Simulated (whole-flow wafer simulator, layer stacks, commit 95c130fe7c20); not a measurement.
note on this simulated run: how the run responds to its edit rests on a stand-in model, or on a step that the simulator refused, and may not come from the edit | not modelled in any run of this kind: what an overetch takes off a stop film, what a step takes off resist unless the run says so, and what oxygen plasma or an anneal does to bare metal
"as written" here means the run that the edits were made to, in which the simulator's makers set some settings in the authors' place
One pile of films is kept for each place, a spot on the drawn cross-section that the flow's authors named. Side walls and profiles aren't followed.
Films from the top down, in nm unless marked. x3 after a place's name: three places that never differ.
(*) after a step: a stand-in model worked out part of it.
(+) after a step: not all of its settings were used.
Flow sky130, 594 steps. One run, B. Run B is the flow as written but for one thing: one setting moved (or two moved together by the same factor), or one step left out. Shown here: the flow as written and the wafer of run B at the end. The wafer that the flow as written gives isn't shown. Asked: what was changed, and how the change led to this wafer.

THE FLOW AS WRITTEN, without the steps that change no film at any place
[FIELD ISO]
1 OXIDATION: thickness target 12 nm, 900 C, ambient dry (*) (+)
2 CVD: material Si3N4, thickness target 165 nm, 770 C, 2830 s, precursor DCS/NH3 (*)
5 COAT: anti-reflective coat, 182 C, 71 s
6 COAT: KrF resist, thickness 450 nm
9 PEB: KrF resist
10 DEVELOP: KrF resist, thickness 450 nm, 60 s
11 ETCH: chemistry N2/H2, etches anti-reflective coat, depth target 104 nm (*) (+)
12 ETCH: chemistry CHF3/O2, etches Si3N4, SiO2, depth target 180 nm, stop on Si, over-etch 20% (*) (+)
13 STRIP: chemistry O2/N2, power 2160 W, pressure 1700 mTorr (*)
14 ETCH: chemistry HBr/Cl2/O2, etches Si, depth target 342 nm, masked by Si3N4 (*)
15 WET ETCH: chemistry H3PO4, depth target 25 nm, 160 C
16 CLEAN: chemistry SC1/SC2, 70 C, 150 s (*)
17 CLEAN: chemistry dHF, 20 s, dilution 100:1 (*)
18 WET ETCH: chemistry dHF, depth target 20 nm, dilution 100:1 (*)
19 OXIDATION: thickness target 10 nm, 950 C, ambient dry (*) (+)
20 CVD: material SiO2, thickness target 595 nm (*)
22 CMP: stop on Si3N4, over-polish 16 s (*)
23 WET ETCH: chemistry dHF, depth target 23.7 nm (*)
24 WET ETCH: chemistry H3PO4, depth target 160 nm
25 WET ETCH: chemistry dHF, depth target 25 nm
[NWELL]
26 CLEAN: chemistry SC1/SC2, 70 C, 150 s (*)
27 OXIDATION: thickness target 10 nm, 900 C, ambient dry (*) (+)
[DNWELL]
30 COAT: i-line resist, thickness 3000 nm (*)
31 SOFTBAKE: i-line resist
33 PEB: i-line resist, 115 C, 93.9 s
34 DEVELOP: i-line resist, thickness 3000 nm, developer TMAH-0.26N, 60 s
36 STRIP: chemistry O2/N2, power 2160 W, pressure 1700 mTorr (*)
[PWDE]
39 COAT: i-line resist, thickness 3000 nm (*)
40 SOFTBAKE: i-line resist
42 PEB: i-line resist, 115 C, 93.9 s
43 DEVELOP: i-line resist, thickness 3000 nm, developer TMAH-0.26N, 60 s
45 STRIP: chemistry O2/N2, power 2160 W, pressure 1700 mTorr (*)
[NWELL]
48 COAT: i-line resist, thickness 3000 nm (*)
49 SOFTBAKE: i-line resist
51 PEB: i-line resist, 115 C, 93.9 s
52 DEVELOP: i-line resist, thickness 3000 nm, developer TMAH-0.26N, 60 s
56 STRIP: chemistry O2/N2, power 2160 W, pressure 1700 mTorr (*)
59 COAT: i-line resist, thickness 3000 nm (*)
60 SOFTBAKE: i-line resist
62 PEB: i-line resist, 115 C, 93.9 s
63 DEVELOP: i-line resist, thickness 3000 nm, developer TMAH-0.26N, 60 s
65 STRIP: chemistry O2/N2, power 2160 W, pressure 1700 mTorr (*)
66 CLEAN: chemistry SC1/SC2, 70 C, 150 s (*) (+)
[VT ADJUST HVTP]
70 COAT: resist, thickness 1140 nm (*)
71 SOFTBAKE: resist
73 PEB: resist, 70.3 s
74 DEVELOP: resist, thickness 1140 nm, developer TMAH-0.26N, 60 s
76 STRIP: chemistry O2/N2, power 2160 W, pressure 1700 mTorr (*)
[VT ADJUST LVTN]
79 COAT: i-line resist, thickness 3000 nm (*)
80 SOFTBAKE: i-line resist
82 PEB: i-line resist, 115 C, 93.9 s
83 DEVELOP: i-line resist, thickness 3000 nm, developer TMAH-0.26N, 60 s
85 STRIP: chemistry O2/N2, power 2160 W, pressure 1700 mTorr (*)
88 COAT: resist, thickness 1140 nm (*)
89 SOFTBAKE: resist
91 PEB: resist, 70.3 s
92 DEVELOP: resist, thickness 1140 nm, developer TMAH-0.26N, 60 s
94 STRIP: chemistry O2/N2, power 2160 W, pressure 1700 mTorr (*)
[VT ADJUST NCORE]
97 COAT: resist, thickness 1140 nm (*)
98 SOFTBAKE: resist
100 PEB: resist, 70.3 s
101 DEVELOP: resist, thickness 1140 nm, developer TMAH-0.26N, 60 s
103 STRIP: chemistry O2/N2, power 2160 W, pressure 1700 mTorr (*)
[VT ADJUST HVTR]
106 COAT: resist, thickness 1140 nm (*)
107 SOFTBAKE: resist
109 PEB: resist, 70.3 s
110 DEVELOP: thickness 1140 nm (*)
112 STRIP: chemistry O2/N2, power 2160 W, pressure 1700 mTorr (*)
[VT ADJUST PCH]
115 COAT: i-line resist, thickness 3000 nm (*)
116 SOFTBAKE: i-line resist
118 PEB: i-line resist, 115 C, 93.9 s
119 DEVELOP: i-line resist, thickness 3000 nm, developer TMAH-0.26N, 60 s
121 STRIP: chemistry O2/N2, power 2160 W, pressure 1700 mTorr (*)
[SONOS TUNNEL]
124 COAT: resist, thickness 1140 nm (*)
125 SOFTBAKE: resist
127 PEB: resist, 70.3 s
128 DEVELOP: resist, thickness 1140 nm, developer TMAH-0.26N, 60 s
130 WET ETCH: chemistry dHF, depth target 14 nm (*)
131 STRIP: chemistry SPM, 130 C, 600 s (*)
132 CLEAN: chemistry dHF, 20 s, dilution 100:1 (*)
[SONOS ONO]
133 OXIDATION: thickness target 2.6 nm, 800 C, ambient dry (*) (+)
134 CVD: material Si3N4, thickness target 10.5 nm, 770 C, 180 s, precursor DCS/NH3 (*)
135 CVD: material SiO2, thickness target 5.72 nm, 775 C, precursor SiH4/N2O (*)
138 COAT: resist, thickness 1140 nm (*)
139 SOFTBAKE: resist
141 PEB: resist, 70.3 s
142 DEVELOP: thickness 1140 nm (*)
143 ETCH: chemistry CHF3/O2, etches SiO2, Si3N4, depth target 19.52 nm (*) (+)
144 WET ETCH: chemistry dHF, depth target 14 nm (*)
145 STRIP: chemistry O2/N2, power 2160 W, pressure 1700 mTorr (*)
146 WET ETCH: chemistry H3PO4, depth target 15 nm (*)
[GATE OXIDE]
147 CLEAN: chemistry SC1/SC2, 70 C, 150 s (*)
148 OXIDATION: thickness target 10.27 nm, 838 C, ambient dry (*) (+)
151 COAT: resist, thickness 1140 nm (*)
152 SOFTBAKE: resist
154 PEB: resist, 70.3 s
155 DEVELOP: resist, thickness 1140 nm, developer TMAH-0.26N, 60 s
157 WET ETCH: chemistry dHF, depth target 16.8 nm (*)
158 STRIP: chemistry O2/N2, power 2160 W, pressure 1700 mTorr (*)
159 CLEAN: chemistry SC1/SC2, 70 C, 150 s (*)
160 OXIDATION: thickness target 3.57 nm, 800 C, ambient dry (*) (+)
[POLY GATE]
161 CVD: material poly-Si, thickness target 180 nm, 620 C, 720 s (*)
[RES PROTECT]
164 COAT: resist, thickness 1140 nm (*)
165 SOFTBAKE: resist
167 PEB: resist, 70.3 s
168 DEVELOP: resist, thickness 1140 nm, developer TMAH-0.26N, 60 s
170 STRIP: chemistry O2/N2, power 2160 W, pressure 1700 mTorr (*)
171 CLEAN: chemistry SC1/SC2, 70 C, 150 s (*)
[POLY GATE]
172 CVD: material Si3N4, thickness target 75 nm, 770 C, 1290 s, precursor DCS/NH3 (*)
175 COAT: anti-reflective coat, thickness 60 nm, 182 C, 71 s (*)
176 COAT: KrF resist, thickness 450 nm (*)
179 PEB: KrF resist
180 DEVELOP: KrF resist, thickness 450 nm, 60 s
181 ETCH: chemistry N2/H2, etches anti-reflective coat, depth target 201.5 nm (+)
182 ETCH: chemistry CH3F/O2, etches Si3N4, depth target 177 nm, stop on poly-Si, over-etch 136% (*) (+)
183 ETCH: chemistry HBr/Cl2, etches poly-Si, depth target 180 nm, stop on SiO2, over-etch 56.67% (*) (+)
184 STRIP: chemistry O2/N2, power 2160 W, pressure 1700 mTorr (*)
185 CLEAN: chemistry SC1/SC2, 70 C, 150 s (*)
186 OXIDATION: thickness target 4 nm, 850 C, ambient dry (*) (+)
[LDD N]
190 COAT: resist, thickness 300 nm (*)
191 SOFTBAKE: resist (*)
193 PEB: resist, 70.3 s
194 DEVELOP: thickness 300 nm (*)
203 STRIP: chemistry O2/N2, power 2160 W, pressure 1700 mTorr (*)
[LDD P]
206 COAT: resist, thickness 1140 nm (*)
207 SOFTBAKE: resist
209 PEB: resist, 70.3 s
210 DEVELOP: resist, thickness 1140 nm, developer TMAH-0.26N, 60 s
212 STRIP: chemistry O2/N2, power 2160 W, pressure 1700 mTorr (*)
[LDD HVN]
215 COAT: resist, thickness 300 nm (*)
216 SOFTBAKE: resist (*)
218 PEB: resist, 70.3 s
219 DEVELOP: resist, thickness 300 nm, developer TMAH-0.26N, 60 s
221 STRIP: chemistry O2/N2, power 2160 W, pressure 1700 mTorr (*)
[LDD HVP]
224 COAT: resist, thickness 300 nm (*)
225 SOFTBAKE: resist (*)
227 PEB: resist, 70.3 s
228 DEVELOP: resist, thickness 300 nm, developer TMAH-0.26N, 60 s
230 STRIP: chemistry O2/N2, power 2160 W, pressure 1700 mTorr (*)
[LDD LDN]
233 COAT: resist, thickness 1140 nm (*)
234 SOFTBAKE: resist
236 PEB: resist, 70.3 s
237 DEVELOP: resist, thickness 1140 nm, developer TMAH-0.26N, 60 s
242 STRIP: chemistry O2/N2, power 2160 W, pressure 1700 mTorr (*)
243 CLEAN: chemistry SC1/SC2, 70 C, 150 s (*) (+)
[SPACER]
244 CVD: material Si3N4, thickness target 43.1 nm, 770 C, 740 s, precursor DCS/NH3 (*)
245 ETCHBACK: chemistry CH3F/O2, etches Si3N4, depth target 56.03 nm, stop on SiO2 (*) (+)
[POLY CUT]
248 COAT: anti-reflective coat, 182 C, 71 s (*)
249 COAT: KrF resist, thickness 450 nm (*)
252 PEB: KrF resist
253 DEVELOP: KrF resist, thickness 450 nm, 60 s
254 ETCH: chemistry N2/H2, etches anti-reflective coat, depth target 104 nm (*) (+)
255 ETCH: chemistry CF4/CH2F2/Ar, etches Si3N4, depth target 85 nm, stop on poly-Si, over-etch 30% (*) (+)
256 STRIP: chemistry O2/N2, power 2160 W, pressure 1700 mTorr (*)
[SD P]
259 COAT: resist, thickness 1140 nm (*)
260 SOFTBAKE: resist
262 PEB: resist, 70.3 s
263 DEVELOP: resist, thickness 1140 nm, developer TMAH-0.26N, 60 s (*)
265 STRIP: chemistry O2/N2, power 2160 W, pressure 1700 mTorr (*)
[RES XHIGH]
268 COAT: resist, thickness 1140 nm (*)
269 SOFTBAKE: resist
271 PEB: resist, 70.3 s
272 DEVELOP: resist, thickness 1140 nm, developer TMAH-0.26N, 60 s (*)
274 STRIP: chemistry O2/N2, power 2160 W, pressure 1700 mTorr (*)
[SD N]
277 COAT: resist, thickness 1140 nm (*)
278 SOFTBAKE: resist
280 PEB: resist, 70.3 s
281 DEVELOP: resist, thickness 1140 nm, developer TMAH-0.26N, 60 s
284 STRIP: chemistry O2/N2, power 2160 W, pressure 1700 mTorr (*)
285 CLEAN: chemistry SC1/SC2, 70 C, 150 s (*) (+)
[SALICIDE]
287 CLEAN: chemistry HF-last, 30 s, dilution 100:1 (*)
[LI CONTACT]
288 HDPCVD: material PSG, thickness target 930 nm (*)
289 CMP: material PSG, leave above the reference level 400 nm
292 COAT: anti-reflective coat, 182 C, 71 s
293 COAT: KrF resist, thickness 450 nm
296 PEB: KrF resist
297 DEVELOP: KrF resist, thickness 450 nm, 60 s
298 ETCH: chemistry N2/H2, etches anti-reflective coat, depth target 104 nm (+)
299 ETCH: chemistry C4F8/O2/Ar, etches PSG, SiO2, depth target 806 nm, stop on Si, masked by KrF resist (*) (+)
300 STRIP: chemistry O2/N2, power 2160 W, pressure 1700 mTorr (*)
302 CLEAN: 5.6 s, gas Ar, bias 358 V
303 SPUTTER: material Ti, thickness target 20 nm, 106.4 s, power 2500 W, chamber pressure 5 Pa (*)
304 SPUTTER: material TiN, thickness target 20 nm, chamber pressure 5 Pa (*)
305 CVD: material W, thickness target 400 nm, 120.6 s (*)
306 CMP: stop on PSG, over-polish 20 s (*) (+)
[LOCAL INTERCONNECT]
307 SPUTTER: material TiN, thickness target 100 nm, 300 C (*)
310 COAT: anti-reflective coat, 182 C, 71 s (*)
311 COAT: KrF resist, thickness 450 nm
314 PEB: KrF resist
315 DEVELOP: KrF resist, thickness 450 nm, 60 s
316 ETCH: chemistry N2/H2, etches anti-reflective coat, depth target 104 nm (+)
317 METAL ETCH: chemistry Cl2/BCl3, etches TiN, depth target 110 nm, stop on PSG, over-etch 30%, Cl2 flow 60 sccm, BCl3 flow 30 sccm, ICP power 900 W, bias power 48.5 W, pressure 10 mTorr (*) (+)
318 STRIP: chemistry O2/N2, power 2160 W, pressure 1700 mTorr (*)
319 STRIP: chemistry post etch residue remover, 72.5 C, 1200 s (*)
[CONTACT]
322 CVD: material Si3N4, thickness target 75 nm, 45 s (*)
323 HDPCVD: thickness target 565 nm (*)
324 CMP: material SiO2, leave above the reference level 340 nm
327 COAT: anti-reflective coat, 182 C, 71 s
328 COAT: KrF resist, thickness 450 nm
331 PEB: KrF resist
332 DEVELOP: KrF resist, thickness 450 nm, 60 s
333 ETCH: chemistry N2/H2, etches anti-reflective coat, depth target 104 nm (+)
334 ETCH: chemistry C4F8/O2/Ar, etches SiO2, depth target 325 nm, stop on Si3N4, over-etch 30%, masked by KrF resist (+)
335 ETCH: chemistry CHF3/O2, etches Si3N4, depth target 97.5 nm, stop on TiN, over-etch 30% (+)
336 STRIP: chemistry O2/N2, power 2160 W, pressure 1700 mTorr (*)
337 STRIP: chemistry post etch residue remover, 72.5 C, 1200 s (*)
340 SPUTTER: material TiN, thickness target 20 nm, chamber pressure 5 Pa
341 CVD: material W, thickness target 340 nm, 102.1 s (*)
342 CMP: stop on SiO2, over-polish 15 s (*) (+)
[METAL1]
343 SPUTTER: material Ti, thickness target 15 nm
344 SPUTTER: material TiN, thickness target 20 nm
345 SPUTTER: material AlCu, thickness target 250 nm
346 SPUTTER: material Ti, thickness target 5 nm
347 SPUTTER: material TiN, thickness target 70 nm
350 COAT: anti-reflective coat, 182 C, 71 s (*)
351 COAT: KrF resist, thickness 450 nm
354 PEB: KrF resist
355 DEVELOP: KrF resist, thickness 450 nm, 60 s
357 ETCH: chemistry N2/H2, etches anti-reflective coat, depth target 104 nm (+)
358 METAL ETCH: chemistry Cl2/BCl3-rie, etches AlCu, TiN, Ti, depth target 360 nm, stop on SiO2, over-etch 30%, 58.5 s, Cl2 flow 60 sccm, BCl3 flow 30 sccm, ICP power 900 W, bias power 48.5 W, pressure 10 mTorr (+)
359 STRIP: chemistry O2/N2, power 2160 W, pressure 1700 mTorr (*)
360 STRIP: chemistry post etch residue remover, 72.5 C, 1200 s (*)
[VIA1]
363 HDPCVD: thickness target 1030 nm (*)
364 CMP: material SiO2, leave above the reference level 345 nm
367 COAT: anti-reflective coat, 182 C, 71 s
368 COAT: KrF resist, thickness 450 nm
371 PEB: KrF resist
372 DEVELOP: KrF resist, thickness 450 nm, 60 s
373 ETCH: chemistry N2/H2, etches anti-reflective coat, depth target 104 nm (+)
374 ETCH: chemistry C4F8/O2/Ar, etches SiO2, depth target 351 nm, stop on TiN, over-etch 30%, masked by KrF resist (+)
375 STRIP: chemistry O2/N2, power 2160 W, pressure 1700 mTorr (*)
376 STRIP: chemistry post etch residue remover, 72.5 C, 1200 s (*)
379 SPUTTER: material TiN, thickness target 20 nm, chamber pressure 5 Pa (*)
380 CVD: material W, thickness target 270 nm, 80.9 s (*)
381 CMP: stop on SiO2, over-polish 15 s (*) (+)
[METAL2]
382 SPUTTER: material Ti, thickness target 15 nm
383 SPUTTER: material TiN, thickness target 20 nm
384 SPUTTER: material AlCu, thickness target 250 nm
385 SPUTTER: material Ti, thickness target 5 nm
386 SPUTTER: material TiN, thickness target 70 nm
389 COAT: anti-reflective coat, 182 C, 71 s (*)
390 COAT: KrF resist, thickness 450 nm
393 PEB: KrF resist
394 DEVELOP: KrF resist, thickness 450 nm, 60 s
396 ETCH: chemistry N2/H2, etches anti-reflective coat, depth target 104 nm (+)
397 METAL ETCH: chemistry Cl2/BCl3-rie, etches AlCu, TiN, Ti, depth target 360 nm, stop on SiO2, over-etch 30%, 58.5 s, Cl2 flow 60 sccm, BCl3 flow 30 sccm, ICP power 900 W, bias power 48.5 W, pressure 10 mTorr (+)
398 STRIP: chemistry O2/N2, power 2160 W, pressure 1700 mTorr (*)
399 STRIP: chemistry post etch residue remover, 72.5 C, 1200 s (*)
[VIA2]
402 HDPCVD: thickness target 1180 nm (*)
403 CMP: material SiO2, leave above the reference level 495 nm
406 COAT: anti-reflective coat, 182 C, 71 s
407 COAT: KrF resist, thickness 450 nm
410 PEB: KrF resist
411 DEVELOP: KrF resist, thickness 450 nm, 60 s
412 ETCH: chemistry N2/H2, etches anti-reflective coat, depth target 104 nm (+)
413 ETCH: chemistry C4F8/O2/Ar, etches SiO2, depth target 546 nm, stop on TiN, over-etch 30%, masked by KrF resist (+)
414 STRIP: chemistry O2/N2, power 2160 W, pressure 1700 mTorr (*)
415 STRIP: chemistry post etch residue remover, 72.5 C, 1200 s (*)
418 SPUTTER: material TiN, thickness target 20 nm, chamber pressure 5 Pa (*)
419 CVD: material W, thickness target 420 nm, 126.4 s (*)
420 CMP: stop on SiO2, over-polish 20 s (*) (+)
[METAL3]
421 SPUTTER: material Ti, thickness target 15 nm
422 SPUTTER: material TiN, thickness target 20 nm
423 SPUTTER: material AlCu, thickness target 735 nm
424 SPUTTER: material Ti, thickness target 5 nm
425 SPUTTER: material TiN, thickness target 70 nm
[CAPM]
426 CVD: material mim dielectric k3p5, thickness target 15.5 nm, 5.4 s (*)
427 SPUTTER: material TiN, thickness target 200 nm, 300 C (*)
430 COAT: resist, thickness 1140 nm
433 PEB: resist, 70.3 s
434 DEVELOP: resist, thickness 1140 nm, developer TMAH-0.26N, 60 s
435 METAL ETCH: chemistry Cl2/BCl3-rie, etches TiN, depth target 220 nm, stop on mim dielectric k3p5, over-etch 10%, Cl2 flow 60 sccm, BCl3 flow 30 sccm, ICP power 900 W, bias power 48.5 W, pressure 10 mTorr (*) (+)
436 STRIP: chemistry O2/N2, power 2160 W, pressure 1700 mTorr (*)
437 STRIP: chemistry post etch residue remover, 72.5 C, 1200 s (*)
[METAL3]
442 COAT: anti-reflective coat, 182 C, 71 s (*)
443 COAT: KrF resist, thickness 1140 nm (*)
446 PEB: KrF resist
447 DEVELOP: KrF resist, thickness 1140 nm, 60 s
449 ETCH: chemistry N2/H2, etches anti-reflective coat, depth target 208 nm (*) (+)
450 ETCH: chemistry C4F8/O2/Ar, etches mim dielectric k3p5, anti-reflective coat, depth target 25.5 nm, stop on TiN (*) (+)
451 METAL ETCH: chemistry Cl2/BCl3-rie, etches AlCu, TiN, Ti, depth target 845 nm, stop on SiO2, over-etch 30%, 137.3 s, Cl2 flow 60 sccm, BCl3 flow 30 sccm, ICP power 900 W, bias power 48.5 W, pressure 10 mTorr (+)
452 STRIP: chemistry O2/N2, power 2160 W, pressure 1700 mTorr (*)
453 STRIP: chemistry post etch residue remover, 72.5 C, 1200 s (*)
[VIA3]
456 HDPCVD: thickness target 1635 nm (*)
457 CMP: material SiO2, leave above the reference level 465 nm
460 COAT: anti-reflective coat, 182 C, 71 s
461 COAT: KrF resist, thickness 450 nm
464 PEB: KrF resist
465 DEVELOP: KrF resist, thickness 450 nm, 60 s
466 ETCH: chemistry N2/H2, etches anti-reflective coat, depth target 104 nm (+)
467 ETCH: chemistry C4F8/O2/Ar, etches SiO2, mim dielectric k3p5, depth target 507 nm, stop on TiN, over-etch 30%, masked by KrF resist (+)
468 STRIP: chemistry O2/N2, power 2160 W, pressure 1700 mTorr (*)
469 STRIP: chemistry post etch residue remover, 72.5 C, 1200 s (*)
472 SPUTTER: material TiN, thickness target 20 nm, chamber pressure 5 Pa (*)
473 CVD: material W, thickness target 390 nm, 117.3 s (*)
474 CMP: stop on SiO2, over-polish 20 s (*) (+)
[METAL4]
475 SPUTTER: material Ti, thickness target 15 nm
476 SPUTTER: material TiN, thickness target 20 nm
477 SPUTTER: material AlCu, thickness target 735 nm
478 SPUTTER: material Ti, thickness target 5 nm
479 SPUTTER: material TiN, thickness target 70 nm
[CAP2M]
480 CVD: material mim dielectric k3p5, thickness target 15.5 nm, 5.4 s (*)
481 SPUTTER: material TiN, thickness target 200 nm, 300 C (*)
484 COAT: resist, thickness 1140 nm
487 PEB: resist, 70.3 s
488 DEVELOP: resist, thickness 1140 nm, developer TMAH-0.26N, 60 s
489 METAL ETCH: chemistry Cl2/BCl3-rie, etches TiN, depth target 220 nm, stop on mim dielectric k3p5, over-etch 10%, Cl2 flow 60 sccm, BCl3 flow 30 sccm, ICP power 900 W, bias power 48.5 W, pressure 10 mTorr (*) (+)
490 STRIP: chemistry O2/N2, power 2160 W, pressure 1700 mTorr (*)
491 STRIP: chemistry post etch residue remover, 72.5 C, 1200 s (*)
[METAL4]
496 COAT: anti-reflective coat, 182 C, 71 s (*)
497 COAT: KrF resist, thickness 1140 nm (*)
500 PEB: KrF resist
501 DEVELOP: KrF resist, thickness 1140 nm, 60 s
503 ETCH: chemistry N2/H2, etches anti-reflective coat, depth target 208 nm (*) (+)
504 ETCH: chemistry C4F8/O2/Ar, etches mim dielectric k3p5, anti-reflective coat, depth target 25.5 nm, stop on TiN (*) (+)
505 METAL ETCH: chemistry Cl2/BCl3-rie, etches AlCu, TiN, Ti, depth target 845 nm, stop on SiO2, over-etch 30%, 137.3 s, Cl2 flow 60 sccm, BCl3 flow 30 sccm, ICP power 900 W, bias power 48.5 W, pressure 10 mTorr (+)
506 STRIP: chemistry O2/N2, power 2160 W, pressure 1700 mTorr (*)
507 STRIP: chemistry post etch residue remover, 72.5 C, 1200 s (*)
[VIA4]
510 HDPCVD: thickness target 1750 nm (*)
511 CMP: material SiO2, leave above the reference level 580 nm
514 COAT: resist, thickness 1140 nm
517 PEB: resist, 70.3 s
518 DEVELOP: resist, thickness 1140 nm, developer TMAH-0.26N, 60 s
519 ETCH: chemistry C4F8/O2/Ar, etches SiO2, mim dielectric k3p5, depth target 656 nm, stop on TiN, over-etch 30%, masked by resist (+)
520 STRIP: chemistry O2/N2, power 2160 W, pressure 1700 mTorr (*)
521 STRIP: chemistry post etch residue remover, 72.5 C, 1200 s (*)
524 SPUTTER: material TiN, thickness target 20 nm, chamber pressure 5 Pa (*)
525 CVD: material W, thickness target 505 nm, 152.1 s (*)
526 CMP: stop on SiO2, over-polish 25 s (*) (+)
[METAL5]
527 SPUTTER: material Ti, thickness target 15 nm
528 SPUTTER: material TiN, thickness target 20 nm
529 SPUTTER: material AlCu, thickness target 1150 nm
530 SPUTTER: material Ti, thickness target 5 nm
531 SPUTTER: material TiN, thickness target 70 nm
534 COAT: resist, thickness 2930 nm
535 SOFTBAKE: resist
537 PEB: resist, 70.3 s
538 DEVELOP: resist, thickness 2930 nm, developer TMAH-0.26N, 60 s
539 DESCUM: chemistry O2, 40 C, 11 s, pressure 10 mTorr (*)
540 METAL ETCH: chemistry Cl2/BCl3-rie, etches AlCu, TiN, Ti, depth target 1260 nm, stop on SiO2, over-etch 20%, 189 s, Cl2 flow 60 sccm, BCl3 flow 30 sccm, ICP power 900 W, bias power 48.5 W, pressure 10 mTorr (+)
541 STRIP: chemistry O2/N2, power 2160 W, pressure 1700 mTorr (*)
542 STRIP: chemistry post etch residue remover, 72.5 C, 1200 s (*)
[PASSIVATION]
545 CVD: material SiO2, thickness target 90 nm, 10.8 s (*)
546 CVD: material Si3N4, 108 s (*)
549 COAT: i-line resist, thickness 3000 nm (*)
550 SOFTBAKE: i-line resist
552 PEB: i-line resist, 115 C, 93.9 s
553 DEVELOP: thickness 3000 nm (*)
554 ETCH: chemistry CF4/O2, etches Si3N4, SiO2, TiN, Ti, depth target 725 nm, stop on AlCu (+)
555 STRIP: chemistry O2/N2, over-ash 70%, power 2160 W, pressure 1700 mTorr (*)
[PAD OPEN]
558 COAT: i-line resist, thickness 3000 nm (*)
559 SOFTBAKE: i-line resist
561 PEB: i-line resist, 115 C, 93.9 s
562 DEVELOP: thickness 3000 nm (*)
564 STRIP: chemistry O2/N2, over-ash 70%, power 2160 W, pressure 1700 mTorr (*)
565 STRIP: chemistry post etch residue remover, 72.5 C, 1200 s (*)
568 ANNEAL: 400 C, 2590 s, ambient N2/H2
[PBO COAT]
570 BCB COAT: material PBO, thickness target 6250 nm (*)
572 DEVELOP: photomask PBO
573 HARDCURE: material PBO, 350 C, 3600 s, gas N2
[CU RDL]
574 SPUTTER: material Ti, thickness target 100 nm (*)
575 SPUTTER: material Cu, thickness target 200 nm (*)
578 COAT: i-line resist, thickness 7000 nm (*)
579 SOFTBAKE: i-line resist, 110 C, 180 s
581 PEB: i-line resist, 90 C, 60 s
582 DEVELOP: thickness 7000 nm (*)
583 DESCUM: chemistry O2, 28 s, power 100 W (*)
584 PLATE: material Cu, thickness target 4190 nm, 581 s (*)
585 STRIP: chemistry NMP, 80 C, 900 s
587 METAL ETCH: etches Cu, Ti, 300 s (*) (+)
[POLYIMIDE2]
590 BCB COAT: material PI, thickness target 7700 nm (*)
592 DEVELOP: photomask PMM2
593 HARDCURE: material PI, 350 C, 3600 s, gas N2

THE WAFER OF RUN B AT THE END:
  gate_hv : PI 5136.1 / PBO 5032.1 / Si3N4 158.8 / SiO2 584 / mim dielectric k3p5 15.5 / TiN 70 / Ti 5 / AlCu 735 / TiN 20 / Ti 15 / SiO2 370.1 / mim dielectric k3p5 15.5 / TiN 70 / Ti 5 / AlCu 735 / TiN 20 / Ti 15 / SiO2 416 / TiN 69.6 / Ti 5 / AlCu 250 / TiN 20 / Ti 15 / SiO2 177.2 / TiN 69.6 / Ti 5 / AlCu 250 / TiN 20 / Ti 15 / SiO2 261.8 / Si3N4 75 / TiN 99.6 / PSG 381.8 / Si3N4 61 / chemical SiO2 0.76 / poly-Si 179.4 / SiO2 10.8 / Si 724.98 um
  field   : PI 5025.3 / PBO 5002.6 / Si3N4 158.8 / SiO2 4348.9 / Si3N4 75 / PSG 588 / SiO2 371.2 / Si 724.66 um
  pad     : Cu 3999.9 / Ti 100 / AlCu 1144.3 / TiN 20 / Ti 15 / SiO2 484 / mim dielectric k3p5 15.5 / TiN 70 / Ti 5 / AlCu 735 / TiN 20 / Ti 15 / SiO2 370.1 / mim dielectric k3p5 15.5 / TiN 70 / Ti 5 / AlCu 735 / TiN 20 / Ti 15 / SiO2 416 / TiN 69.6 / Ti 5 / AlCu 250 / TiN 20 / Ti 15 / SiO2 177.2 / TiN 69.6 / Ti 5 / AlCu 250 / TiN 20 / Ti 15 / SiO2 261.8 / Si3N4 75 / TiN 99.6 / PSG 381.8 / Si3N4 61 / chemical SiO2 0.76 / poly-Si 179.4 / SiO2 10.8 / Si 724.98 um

The cause: step 364, CMP: leave above the reference level 255 nm was run, where the flow has leave above the reference level 345 nm.

How the change led to this, step by step:
  364 CMP: material SiO2, leave above the reference level 345 nm
      n_well, p_well, gate_hv and 100 more: SiO2 -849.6 (as written it would be: SiO2 -759.6)
      field, active, gate and 81 more: SiO2 -479.1 (as written it would be: SiO2 -389.1)
      (and at 4 more places)
  374 ETCH: chemistry C4F8/O2/Ar, etches SiO2, depth target 351 nm, stop on TiN, over-etch 30%, masked by KrF resist (+)
      field, active, n_well and 186 more: KrF resist -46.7 (as written it would be: KrF resist -70.1)
      m1, via1_hole: SiO2 -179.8 (all of it) (as written it would be: SiO2 -269.8 (all of it))
  375 STRIP: chemistry O2/N2, power 2160 W, pressure 1700 mTorr (*)
      field, active, n_well and 186 more: KrF resist -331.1 (all of it), anti-reflective coat -80 (all of it) (as written it would be: KrF resist -307.7 (all of it), anti-reflective coat -80 (all of it))
  379 SPUTTER: material TiN, thickness target 20 nm, chamber pressure 5 Pa (*)
      m1: TiN +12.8 (as written it would be: TiN +11)
      via1_hole: TiN +12.8 (as written it would be: TiN +10.9)
  380 CVD: material W, thickness target 270 nm, 80.9 s (*)
      m1: W +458 (new film) (as written it would be: W +549.9 (new film))
      via1_hole: W +458.1 (new film) (as written it would be: W +549.9 (new film))
